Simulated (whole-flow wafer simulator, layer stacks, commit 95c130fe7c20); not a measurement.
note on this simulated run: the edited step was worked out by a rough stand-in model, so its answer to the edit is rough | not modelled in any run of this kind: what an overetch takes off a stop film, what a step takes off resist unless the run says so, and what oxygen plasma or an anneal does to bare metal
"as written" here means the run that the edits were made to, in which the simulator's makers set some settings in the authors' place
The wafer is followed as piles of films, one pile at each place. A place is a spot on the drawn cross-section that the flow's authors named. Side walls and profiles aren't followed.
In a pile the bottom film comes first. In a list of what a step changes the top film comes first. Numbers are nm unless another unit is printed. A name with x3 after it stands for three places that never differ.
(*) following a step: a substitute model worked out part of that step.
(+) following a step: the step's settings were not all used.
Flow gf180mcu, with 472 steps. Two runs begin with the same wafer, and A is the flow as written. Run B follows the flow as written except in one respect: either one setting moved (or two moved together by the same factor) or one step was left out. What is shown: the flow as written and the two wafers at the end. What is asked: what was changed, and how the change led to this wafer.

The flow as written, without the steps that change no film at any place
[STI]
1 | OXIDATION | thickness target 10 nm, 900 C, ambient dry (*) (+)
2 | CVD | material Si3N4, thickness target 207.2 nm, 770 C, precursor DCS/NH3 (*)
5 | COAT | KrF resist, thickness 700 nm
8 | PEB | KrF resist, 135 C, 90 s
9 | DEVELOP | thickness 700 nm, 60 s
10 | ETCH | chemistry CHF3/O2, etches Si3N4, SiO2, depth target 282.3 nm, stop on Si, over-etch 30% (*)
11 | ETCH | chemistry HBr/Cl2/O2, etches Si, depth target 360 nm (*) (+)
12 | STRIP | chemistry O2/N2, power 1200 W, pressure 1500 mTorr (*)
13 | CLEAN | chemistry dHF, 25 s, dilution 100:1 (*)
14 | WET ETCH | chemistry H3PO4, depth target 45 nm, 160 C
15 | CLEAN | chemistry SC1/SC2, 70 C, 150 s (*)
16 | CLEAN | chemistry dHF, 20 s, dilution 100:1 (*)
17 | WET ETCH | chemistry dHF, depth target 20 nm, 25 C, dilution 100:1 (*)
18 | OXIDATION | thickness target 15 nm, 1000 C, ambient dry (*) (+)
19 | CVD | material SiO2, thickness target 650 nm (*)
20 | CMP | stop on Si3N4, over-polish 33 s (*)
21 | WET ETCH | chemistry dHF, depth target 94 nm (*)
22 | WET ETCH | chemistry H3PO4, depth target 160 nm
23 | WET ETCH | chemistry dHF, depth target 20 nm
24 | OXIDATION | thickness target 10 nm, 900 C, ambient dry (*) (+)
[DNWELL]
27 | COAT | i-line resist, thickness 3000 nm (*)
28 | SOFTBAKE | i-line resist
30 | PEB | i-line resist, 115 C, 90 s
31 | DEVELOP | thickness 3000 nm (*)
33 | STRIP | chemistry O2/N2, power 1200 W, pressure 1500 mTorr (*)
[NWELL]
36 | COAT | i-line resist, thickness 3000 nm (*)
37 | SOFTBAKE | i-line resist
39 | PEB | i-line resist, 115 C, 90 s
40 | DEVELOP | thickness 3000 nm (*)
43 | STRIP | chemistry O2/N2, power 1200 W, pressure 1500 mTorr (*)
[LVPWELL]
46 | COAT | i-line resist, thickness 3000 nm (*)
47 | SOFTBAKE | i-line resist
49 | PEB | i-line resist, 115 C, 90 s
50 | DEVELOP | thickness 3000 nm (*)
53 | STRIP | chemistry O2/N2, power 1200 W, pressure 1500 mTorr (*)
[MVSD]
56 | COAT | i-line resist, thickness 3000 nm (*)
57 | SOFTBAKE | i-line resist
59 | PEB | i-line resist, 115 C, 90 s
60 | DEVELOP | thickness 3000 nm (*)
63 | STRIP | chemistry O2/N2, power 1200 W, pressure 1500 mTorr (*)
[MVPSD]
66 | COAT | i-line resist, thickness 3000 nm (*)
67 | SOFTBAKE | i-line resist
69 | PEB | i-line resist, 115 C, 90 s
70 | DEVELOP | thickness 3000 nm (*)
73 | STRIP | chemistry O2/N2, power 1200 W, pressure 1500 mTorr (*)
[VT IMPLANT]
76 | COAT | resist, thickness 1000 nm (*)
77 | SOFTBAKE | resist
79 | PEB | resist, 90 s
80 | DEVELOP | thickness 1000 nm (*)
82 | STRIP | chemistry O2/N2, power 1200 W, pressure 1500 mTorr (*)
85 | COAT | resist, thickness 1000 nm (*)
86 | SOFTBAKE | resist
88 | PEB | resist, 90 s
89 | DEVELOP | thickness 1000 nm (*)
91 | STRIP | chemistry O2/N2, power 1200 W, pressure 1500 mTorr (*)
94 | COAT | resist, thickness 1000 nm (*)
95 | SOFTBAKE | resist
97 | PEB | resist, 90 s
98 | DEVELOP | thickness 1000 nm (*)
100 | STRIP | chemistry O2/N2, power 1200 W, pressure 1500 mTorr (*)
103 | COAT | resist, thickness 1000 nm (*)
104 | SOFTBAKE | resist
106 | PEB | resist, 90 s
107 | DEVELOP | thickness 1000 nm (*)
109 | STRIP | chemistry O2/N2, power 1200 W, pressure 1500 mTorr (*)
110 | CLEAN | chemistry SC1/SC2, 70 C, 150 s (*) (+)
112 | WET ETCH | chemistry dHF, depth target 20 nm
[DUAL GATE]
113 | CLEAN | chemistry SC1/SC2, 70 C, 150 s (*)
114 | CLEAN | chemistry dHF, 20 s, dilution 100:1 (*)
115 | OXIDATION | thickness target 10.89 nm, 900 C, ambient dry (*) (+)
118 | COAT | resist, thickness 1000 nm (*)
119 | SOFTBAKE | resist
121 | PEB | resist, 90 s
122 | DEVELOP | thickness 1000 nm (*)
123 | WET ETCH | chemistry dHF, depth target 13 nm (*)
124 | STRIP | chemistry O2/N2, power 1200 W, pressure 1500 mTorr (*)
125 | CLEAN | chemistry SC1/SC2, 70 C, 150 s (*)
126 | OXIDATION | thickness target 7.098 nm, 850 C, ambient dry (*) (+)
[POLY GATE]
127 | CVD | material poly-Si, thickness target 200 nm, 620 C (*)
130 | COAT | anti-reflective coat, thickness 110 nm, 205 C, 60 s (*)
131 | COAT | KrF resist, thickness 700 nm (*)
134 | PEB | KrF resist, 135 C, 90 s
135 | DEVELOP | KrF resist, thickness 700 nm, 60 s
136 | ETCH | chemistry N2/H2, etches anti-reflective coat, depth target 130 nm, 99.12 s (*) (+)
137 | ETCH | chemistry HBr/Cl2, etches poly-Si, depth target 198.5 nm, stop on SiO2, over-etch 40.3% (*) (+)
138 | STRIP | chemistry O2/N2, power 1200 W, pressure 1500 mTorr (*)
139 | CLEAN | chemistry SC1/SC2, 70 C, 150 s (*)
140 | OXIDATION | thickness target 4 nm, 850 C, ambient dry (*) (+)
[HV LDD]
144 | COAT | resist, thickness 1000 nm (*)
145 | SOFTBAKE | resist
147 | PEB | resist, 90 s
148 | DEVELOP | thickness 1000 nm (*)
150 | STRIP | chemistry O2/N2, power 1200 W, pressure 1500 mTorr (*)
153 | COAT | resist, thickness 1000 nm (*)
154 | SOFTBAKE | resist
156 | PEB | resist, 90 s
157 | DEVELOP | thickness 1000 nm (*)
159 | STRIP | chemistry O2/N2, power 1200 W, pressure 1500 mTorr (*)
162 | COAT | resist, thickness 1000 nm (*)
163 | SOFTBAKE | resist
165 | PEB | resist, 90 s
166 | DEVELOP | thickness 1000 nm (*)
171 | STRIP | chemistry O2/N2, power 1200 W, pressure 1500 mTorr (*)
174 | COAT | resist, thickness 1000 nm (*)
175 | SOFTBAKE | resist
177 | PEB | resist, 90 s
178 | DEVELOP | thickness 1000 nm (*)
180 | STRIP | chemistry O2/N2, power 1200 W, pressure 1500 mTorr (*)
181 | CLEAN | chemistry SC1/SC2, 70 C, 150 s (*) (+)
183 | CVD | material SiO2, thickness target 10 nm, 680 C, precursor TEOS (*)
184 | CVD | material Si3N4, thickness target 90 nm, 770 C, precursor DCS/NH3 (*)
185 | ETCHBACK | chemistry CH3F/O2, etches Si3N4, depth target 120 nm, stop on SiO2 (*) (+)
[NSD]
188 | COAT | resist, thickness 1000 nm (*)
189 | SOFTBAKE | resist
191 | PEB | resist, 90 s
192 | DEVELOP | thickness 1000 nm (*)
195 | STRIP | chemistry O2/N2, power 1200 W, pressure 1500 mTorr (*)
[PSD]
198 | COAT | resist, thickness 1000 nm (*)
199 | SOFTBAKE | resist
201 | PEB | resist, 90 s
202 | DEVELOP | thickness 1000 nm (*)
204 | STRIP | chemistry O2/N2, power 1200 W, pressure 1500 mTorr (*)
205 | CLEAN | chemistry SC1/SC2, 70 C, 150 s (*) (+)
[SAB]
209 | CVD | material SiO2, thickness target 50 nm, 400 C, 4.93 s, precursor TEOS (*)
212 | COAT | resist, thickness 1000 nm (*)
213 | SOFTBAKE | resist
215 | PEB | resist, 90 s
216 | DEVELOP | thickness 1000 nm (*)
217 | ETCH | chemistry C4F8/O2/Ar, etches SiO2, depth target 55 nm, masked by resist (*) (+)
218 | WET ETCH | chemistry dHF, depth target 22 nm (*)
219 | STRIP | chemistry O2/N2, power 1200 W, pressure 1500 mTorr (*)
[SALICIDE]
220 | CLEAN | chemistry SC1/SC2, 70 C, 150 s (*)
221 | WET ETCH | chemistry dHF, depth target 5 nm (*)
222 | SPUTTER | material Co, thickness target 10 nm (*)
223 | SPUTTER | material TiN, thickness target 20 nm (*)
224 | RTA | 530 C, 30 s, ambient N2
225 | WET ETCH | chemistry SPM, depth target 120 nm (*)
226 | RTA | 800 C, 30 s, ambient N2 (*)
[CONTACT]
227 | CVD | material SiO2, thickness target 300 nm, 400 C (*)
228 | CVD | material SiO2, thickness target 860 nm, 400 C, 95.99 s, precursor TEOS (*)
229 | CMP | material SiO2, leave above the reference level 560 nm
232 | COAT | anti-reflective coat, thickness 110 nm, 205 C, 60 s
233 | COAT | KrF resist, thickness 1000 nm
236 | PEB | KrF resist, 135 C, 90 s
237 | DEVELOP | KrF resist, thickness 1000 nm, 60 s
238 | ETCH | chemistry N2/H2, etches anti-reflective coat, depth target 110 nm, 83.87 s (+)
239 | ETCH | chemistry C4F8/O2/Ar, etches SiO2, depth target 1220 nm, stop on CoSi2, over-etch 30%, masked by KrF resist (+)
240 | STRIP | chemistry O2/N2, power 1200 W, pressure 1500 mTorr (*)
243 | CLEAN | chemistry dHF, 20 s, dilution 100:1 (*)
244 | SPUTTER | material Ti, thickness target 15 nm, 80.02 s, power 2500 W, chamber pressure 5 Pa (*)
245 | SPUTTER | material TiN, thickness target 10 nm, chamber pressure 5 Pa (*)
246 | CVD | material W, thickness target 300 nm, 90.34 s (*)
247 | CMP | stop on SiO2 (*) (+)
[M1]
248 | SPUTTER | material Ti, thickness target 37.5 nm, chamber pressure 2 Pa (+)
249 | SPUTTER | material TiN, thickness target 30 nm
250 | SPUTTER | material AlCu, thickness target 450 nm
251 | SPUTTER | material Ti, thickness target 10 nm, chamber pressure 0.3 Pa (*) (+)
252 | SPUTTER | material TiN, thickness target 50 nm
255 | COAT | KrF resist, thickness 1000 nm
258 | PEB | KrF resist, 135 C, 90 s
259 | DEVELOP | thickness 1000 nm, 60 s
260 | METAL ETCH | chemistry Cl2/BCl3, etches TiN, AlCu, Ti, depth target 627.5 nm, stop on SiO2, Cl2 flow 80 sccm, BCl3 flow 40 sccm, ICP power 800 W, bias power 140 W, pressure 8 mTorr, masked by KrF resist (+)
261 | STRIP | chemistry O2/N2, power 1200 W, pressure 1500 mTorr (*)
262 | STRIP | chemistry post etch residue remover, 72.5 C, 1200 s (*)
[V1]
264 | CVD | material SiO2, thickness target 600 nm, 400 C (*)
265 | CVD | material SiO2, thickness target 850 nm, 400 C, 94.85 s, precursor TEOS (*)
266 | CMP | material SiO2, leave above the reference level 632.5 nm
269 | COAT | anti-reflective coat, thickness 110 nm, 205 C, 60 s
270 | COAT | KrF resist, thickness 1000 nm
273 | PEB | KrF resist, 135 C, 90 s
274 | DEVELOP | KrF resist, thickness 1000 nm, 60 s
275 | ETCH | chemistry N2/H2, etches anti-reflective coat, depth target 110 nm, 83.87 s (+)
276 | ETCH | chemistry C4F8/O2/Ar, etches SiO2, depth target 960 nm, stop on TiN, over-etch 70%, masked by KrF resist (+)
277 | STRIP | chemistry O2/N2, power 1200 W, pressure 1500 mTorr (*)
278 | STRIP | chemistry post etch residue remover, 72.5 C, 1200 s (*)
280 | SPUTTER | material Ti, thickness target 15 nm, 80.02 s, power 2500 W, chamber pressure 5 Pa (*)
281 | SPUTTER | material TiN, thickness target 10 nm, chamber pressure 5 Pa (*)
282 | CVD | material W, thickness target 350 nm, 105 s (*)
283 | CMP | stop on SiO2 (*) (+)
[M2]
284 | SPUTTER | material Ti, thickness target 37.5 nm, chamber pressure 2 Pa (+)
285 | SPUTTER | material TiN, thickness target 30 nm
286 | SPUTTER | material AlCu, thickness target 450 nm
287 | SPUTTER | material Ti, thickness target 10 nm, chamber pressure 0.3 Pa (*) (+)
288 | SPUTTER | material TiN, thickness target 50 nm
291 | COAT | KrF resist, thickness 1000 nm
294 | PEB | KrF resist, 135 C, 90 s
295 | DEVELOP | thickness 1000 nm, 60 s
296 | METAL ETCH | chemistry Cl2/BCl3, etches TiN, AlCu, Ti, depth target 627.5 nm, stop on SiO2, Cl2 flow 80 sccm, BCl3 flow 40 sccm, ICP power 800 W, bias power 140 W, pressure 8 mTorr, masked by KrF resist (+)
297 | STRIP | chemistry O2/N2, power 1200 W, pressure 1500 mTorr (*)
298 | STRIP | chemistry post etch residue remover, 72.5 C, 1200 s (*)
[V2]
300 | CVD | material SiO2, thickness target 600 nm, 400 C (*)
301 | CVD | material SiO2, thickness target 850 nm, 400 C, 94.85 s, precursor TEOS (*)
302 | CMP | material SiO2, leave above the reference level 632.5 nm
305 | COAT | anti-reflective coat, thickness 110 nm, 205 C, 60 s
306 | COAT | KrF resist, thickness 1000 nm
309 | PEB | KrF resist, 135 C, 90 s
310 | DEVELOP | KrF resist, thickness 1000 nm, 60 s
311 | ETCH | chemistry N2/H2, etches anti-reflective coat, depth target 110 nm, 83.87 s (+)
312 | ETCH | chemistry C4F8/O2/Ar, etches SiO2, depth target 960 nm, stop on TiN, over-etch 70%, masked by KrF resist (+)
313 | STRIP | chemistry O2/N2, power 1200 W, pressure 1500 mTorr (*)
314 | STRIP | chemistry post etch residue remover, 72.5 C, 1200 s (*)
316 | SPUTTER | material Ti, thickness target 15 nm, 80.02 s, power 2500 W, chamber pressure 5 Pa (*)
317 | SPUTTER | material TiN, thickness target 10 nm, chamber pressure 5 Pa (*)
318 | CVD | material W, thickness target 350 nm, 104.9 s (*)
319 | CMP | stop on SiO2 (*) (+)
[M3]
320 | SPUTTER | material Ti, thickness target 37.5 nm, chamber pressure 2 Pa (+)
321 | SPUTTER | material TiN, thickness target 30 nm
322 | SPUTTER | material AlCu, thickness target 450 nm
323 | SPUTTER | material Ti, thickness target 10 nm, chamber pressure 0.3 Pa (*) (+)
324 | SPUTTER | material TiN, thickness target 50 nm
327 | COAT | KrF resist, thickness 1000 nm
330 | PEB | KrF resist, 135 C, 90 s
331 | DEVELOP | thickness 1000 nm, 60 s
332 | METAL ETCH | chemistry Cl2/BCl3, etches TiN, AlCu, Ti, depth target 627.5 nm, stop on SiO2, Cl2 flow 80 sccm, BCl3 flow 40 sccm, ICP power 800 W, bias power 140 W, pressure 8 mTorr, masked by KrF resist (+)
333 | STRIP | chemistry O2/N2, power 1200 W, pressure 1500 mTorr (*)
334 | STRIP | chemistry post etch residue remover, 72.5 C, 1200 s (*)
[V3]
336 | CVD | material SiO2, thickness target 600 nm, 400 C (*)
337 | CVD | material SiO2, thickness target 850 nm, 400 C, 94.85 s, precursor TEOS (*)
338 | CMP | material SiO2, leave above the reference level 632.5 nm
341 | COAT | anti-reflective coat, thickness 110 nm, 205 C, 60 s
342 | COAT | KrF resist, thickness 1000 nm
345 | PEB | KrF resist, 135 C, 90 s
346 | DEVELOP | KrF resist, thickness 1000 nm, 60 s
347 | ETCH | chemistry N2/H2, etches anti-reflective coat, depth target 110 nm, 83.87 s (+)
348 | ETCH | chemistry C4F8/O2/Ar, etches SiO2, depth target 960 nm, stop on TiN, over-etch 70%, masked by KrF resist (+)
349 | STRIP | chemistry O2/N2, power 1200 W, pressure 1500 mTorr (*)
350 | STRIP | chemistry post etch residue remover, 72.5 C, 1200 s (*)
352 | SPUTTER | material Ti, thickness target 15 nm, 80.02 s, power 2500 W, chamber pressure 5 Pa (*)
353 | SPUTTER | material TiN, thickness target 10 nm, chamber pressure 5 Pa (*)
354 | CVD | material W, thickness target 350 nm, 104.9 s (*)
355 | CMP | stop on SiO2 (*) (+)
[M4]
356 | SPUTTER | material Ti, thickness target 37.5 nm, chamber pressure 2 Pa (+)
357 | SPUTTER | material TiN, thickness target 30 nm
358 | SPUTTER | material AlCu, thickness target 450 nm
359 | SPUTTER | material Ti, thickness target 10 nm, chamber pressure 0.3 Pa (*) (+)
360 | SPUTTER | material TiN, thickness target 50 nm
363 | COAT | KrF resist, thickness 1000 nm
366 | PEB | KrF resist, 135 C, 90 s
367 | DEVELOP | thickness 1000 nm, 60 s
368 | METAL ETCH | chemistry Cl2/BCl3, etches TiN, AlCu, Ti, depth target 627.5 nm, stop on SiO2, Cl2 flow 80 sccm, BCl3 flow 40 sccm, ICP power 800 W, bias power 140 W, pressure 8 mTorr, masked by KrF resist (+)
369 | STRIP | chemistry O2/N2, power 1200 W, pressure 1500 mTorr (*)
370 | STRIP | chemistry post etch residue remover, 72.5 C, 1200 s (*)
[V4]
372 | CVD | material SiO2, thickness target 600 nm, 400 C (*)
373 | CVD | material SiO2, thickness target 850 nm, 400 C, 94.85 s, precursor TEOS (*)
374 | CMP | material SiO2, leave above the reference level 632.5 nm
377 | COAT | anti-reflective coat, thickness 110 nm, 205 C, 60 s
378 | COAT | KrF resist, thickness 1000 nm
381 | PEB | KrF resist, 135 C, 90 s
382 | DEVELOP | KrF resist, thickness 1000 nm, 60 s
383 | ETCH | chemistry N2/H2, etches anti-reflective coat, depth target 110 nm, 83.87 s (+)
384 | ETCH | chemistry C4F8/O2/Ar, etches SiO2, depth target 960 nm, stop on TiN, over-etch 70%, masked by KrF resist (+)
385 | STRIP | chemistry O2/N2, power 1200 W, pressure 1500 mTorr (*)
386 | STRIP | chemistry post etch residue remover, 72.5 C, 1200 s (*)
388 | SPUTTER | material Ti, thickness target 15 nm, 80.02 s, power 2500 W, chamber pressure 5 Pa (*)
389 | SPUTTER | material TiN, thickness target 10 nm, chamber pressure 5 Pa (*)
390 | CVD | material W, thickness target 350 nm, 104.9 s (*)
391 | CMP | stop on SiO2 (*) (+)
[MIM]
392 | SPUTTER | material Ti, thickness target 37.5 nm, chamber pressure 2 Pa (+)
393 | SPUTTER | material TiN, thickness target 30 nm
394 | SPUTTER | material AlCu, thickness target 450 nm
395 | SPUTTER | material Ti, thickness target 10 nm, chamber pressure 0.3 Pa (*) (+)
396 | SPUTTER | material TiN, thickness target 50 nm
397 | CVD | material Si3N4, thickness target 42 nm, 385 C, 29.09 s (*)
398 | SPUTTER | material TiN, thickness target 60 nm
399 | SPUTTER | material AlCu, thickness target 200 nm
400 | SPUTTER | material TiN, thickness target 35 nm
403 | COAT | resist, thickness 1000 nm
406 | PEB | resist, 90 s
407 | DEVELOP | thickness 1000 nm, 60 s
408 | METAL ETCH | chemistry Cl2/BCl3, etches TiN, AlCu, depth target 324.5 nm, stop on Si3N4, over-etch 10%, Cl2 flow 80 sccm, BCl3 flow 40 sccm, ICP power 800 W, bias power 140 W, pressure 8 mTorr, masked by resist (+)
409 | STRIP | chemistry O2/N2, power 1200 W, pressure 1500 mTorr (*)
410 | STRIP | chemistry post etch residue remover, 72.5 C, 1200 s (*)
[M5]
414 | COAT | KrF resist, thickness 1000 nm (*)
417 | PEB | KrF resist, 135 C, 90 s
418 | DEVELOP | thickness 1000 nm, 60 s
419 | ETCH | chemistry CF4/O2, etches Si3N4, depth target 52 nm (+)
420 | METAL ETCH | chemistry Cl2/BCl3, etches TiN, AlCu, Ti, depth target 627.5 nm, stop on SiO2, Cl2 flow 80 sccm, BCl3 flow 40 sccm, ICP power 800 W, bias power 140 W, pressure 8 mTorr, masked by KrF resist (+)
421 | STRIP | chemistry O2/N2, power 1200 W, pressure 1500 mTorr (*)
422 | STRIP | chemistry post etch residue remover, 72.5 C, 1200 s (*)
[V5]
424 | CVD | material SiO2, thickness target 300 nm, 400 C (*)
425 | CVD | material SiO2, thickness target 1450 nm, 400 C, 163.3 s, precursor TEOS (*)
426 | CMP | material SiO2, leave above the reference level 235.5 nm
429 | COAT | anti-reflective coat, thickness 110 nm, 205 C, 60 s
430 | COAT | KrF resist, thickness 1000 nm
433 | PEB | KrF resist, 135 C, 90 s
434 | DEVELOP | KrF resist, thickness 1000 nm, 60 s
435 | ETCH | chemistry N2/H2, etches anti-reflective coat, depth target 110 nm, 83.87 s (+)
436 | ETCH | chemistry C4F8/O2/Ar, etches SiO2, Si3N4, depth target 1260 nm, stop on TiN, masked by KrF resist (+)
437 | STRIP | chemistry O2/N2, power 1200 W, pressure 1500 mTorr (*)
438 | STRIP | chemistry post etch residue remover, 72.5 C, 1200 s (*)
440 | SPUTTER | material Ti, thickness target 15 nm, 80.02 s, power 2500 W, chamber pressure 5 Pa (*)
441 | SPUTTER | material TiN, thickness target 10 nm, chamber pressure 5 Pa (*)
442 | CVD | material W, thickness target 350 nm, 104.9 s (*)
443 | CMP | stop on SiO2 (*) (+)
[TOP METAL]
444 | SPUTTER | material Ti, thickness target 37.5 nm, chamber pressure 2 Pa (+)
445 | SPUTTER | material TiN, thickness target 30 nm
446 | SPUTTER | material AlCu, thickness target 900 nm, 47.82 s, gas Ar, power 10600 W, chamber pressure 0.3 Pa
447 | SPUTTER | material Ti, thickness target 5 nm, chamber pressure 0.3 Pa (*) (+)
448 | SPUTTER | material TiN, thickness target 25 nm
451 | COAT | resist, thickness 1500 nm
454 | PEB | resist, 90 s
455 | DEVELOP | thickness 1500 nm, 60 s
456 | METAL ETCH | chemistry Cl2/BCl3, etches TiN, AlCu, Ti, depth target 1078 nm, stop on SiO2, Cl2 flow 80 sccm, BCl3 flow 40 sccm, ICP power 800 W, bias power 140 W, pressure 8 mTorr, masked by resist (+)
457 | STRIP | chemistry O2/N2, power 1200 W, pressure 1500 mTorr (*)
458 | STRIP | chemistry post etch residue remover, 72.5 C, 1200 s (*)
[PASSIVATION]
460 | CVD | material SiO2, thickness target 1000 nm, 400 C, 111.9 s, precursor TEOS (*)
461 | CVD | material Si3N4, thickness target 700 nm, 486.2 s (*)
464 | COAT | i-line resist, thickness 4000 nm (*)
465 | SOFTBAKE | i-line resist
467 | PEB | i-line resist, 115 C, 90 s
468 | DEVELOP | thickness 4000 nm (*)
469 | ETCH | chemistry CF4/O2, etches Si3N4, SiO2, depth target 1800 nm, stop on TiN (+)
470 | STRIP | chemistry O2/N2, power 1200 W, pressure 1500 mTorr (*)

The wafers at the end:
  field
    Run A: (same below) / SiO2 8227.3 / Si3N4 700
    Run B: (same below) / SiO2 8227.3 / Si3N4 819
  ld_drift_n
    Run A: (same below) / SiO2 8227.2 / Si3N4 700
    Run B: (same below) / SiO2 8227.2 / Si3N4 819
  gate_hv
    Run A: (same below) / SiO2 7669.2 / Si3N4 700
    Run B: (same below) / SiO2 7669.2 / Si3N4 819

What caused this: step 461, CVD: thickness target 819 nm was run, though the flow has thickness target 700 nm; step 469, ETCH: depth target 2110 nm was run, where the flow has depth target 1800 nm.
One can read it off the wafer: field has Si3N4 819, and step 461 as written asks for 700 nm.

Step by step, how the change led to this:
  461 | CVD | material Si3N4, thickness target 700 nm, 486.2 s (*)
      field, field__w1, field__w2 and 109 more: A Si3N4 gains 700 (new film) | B Si3N4 gains 819 (new film)
  465 | SOFTBAKE | i-line resist
      gate_nat: A i-line resist loses 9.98 | B i-line resist loses 10.7
      nw_enc_fld_lv: A i-line resist loses 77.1 | B i-line resist loses 78.8
      (also at 1 further place)
  469 | ETCH | chemistry CF4/O2, etches Si3N4, SiO2, depth target 1800 nm, stop on TiN (+)
      field, field__w1, field__w2 and 108 more: A i-line resist loses 1200 | B i-line resist loses 1406.7
      pad: A Si3N4 loses 700 (all of it), SiO2 loses 1000 (all of it) | B Si3N4 loses 819 (all of it), SiO2 loses 1000 (all of it)
  470 | STRIP | chemistry O2/N2, power 1200 W, pressure 1500 mTorr (*)
      iso_ptap_pw, iso_ntap_nw, iso_nw_fld and 33 more: A i-line resist loses 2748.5 (all of it) | B i-line resist loses 2541.8 (all of it)
      field__w7, field__w11, field__w13, mim, ppoly_u, npoly_sal: A i-line resist loses 2802.7 (all of it) | B i-line resist loses 2596.8 (all of it)
      (also at 69 further places)
